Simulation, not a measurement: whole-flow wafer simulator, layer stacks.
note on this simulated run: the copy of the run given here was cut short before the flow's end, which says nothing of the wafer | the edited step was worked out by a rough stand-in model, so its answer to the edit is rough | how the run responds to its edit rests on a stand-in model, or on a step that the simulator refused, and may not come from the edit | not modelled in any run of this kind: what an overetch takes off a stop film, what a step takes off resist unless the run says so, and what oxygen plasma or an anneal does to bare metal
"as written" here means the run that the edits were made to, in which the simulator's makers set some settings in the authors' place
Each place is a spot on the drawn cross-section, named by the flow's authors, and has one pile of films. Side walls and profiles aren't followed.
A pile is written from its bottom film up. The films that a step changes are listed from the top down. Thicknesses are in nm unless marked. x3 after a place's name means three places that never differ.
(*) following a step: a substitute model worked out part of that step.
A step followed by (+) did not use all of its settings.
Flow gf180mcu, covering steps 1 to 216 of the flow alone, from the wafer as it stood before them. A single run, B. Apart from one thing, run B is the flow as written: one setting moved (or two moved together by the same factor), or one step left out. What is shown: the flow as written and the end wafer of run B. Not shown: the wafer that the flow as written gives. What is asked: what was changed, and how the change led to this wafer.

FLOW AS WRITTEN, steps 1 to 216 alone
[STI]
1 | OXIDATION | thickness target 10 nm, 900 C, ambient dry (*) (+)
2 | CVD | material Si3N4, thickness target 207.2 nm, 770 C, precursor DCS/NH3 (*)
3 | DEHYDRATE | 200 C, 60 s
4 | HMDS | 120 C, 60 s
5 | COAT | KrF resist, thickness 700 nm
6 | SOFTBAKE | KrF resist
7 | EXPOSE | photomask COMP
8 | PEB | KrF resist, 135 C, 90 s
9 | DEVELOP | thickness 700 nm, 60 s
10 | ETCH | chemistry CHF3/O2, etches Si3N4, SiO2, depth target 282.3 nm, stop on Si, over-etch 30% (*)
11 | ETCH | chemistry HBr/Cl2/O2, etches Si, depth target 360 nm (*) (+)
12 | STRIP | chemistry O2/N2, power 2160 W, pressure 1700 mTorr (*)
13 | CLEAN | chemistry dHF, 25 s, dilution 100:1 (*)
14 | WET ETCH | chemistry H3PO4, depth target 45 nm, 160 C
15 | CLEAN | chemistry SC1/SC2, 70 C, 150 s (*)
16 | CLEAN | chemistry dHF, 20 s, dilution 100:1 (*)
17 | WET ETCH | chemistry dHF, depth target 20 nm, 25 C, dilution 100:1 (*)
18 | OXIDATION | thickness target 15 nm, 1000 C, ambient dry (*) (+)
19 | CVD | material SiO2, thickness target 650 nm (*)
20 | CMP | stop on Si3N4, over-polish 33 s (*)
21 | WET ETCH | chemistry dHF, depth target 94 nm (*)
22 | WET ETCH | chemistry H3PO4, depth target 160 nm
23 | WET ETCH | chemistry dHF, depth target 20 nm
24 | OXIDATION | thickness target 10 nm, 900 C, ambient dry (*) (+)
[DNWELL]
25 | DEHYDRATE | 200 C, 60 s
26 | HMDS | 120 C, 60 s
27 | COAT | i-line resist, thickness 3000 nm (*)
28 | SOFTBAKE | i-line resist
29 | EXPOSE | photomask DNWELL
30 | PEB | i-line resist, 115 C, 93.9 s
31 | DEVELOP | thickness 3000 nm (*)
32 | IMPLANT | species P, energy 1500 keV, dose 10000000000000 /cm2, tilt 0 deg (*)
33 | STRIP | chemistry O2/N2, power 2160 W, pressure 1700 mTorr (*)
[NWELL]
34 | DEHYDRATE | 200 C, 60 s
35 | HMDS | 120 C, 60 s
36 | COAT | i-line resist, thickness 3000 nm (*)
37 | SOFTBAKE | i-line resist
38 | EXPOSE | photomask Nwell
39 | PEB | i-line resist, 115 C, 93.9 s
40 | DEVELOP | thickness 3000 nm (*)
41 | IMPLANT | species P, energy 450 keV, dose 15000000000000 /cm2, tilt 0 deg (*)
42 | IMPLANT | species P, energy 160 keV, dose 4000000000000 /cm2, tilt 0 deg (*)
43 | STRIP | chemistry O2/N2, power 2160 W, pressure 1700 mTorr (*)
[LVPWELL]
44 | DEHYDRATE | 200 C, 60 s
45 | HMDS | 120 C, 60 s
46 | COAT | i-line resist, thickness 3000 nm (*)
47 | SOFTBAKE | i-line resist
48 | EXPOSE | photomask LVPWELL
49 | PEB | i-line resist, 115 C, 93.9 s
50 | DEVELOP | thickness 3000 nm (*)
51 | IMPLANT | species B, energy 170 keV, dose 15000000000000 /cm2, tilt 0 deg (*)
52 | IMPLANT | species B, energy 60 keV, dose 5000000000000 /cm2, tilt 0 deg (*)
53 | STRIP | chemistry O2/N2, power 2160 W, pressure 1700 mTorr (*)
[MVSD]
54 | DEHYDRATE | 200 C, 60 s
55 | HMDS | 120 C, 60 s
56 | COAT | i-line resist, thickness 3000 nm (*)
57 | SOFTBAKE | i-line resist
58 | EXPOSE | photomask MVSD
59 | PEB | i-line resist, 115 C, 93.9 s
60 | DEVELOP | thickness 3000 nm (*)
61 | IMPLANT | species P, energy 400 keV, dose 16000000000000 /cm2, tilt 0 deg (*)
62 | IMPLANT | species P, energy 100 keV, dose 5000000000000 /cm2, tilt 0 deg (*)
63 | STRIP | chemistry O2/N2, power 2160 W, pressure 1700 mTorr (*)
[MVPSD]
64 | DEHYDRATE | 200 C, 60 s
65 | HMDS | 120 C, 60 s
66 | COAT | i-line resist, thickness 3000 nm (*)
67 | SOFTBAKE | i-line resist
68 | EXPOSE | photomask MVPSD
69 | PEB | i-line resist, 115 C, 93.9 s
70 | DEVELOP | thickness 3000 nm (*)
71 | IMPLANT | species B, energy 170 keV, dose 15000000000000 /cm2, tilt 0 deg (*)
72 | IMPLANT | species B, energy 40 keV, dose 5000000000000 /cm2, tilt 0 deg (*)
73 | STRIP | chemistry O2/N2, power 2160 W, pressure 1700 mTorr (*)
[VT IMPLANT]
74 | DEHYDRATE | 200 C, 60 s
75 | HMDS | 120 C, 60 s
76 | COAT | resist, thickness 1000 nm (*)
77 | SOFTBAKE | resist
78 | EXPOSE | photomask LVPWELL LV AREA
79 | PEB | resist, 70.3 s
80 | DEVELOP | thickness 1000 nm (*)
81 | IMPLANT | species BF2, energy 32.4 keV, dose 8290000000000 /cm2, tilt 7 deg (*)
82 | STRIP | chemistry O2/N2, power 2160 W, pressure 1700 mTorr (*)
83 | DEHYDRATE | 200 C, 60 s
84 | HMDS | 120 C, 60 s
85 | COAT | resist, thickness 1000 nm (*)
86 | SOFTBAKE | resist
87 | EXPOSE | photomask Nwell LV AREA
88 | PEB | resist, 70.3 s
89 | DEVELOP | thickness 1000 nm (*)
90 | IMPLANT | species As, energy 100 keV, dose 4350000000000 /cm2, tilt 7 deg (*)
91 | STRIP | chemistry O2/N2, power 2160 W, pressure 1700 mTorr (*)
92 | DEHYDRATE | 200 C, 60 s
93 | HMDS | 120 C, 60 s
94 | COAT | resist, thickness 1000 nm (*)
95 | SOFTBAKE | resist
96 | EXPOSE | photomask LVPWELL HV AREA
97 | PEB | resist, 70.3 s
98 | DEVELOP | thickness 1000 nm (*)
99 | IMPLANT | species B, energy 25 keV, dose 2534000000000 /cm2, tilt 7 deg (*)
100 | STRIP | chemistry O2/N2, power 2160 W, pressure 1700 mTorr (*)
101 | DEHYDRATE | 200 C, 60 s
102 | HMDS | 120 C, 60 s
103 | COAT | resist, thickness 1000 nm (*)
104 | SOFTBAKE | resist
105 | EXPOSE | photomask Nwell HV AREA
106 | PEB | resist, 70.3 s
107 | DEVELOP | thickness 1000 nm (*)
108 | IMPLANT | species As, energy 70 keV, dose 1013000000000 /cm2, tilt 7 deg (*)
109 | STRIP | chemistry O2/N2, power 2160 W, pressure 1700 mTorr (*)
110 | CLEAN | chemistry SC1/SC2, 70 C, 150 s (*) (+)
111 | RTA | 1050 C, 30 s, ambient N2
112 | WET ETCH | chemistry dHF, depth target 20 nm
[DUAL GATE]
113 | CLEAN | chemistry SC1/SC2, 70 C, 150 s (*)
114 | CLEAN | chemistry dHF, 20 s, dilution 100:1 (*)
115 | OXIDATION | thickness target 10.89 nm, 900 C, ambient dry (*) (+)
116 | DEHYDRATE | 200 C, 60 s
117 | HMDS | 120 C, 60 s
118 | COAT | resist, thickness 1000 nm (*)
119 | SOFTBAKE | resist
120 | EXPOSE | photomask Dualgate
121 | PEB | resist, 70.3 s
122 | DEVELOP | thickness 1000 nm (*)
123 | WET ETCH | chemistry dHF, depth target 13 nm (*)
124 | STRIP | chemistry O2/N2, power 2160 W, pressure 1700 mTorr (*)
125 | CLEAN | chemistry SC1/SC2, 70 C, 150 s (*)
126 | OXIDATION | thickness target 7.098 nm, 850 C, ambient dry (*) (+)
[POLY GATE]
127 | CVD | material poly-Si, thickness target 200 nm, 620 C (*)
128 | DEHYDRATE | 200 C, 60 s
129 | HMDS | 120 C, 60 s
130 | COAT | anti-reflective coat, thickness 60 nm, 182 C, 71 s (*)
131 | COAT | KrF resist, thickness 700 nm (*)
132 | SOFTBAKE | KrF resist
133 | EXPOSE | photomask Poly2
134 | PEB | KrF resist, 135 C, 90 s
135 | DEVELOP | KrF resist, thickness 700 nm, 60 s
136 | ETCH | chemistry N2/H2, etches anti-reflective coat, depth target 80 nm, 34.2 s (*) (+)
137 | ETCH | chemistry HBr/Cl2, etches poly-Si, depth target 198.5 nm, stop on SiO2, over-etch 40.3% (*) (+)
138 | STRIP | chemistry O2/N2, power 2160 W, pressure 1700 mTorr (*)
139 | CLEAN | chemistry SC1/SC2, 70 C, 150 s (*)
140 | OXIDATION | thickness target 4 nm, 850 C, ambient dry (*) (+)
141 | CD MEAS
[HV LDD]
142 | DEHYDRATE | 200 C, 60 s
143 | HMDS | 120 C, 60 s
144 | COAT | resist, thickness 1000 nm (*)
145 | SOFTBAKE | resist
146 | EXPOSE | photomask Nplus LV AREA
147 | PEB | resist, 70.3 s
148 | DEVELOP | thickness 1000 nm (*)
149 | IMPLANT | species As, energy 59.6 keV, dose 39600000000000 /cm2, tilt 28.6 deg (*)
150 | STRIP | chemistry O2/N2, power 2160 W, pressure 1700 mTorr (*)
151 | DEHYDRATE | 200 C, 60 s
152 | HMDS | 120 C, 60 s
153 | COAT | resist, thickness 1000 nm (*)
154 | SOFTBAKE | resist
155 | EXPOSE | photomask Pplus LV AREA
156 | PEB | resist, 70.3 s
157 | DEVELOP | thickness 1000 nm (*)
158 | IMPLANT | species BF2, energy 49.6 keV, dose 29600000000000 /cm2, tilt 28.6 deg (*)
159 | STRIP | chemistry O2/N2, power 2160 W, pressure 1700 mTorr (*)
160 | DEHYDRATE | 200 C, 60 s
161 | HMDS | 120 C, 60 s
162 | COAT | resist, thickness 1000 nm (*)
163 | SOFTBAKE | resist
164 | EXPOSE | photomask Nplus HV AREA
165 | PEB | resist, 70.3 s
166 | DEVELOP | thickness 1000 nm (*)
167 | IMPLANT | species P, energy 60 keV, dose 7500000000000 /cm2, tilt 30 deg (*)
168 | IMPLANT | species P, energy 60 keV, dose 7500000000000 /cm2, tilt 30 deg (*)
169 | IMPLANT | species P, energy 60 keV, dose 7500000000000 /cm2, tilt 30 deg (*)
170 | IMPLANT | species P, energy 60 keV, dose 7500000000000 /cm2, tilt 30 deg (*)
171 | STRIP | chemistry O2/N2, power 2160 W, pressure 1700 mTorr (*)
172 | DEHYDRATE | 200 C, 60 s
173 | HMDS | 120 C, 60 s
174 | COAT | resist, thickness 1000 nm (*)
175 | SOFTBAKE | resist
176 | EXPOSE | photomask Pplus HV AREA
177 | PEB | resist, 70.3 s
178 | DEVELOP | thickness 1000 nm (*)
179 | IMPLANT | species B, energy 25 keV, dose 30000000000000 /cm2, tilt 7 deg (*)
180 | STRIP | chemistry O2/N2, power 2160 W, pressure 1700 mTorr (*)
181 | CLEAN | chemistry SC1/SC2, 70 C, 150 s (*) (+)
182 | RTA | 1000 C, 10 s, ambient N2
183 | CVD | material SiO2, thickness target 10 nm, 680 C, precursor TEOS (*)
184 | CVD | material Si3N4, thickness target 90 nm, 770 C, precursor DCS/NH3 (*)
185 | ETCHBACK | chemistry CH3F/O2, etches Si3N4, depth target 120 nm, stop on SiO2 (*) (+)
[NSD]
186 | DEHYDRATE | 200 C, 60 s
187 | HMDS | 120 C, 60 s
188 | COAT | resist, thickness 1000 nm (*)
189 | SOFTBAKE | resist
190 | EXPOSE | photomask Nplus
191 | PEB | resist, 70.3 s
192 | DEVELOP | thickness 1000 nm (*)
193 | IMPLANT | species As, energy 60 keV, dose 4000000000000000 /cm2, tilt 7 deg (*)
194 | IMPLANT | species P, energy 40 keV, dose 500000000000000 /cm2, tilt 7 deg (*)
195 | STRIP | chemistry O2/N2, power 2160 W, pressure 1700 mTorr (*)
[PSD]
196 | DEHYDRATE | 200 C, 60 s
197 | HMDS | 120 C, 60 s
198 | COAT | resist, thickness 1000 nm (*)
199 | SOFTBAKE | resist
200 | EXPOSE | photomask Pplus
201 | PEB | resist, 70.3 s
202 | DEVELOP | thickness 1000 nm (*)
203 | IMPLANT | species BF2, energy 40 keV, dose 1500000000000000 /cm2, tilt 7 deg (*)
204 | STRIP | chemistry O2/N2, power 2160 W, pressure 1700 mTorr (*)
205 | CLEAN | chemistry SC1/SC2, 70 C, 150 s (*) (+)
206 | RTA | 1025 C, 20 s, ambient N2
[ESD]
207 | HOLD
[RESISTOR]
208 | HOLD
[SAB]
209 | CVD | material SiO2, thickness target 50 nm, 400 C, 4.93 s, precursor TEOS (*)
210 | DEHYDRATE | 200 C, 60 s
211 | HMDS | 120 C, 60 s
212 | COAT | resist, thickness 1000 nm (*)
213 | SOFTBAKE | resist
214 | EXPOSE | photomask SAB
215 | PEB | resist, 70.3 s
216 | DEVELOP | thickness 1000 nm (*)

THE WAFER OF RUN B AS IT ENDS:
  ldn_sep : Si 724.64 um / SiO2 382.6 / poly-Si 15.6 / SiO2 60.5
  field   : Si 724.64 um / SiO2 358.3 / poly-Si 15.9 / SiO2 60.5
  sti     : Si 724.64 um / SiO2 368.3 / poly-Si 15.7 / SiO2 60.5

The reason: step 137, ETCH: depth target 129 nm was run, though the flow has depth target 198.5 nm.

How this came from the change, step by step:
  137 | ETCH | chemistry HBr/Cl2, etches poly-Si, depth target 198.5 nm, stop on SiO2, over-etch 40.3% (*) (+)
      field__w3, field__w12, field_sub and 14 more: -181 poly-Si (it would be, as written: -199 poly-Si (all of it), -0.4 SiO2)
      field__w6, sti, m1 and 11 more: -181 poly-Si (it would be, as written: -198.8 poly-Si (all of it), -0.4 SiO2)
      (and at 61 other places as well)
  138 | STRIP | chemistry O2/N2, power 2160 W, pressure 1700 mTorr (*)
      field, field__w1, field__w2 and 61 more: +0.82 chemical SiO2 (new film), -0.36 poly-Si (it would be, as written: nothing)
      gate: +0.68 chemical SiO2 (new film), -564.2 KrF resist (all of it), -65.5 anti-reflective coat (all of it), -0.3 poly-Si (it would be, as written: +0.68 chemical SiO2 (new film), -531.7 KrF resist (all of it), -65.5 anti-reflective coat (all of it), -0.3 poly-Si)
      (and at 27 other places as well)
  139 | CLEAN | chemistry SC1/SC2, 70 C, 150 s (*)
      field, field__w1, field__w2 and 34 more: -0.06 chemical SiO2, -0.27 poly-Si (it would be, as written: -0.68 SiO2)
  140 | OXIDATION | thickness target 4 nm, 850 C, ambient dry (*) (+)
      field, field__w1, field__w2 and 21 more: +4 SiO2 (new film), -0.76 chemical SiO2 (all of it), -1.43 poly-Si (it would be, as written: +0.15 SiO2, -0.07 Si)
      active_hv, active_nat, ld_sd_n and 11 more: +4 SiO2 (new film), -0.76 chemical SiO2 (all of it), -1.43 poly-Si (it would be, as written: +0.96 SiO2, -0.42 Si)
      (and at 26 other places as well)
  144 | COAT | resist, thickness 1000 nm (*)
      polyc_n, polyc_p: +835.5 resist (new film) (it would be, as written: +817.8 resist (new film))
      gate: +854.6 resist (new film) (it would be, as written: +837.3 resist (new film))
      (and at 2 other places as well)
  145 | SOFTBAKE | resist
      nw_enc_fld_lv__w3: -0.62 resist (it would be, as written: +2.63 resist)
      ldn_dft, ldp_dft: -3.87 resist (it would be, as written: -4.42 resist)
      (and at 37 other places as well)
  148 | DEVELOP | thickness 1000 nm (*)
      gate: -840 resist (all of it) (it would be, as written: -822.7 resist (all of it))
      polyc_n: -817.4 resist (all of it) (it would be, as written: -799.4 resist (all of it))
      (and at 1 other place as well)
  150 | STRIP | chemistry O2/N2, power 2160 W, pressure 1700 mTorr (*)
      polyc_p: -817.4 resist (all of it) (it would be, as written: -799.5 resist (all of it))
      polyc_p_rim: -816.5 resist (all of it) (it would be, as written: -798.4 resist (all of it))
      (and at 1 other place as well)
  153 | COAT | resist, thickness 1000 nm (*)
      polyc_n, polyc_p: +835.5 resist (new film) (it would be, as written: +817.8 resist (new film))
      gate: +854.6 resist (new film) (it would be, as written: +837.3 resist (new film))
      (and at 2 other places as well)
  154 | SOFTBAKE | resist
      nw_enc_fld_lv__w3: -0.62 resist (it would be, as written: +2.63 resist)
      ldn_dft, ldp_dft: -3.87 resist (it would be, as written: -4.42 resist)
      (and at 37 other places as well)
  157 | DEVELOP | thickness 1000 nm (*)
      polyc_p: -817.4 resist (all of it) (it would be, as written: -799.5 resist (all of it))
      polyc_p_rim: -816.5 resist (all of it) (it would be, as written: -798.4 resist (all of it))
  159 | STRIP | chemistry O2/N2, power 2160 W, pressure 1700 mTorr (*)
      gate: -840 resist (all of it) (it would be, as written: -822.7 resist (all of it))
      polyc_n: -817.3 resist (all of it) (it would be, as written: -799.4 resist (all of it))
      (and at 2 other places as well)
  162 | COAT | resist, thickness 1000 nm (*)
      polyc_n, polyc_p: +835.5 resist (new film) (it would be, as written: +817.8 resist (new film))
      gate: +854.6 resist (new film) (it would be, as written: +837.3 resist (new film))
      (and at 2 other places as well)
  163 | SOFTBAKE | resist
      nw_enc_fld_lv__w3: -0.62 resist (it would be, as written: +2.63 resist)
      ldn_dft, ldp_dft: -3.87 resist (it would be, as written: -4.42 resist)
      (and at 37 other places as well)
  171 | STRIP | chemistry O2/N2, power 2160 W, pressure 1700 mTorr (*)
      gate: -840 resist (all of it) (it would be, as written: -822.7 resist (all of it))
      polyc_n: -817.3 resist (all of it) (it would be, as written: -799.4 resist (all of it))
      (and at 4 other places as well)
  174 | COAT | resist, thickness 1000 nm (*)
      polyc_n, polyc_p: +835.5 resist (new film) (it would be, as written: +817.8 resist (new film))
      gate: +854.6 resist (new film) (it would be, as written: +837.3 resist (new film))
      (and at 2 other places as well)
  ... another 13 steps ...
  216 | DEVELOP | thickness 1000 nm (*)
      polyc_n: -817.3 resist (all of it) (it would be, as written: -799.2 resist (all of it))
      polyc_n_rim: -816.3 resist (all of it) (it would be, as written: -798 resist (all of it))
      (and at 2 other places as well)
